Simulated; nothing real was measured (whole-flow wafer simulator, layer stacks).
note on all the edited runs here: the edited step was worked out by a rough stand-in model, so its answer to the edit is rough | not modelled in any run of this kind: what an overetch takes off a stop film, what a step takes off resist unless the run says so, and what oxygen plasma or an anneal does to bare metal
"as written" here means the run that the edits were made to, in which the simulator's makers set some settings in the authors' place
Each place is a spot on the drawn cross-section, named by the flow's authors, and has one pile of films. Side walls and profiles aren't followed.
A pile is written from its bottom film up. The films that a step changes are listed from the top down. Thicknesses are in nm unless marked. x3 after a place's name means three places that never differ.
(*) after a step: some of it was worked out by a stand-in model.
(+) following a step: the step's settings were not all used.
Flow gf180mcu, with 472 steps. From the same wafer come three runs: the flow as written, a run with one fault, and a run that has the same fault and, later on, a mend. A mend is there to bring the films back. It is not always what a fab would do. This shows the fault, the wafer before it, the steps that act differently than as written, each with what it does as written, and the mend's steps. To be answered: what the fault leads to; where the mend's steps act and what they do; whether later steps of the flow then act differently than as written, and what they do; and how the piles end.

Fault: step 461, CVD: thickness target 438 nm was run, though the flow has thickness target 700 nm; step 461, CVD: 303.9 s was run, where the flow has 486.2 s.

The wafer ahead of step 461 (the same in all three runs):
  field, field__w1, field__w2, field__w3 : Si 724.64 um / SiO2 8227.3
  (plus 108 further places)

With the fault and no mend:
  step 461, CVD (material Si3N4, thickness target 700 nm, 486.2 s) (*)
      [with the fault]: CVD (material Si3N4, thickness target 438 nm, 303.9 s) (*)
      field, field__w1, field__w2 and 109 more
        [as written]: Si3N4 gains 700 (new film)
        [with the fault]: Si3N4 gains 437.6 (new film)
  Steps further on in the flow that do not act as written (4 more steps, not shown, differ only slightly: by at most 2% or 0.5 nm, whichever is larger):
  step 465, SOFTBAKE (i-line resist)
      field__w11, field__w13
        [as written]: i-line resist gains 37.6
        [with the fault]: i-line resist gains 36.3
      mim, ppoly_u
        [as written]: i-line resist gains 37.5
        [with the fault]: i-line resist gains 36.2
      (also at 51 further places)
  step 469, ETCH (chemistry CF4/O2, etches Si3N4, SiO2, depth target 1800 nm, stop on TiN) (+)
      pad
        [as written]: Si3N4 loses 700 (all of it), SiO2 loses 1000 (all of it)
        [with the fault]: Si3N4 loses 437.6 (all of it), SiO2 loses 1000 (all of it)
  The piles end different from the flow's at field, field__w1, field__w2 and 108 more by more than 2% or 0.5 nm, whichever is larger.
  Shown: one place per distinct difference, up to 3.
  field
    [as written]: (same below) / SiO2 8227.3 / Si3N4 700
    [with the fault]: (same below) / SiO2 8227.3 / Si3N4 437.6
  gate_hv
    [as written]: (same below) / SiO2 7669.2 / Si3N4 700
    [with the fault]: (same below) / SiO2 7669.2 / Si3N4 437.6
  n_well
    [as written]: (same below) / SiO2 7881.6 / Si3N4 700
    [with the fault]: (same below) / SiO2 7881.6 / Si3N4 437.6

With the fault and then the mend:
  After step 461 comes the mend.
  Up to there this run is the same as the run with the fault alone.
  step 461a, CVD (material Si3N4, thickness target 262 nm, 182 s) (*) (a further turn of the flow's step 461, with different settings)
      field, field__w1, field__w2 and 109 more
        Si3N4 gains 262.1
  None of the later steps of the flow differs from how it acts as written, at any place that is followed, by more than 2% or 0.5 nm, whichever is larger.
  At the end the piles are close to the flow's at the places that both follow, differing by at most 2% or 0.5 nm, whichever is larger.
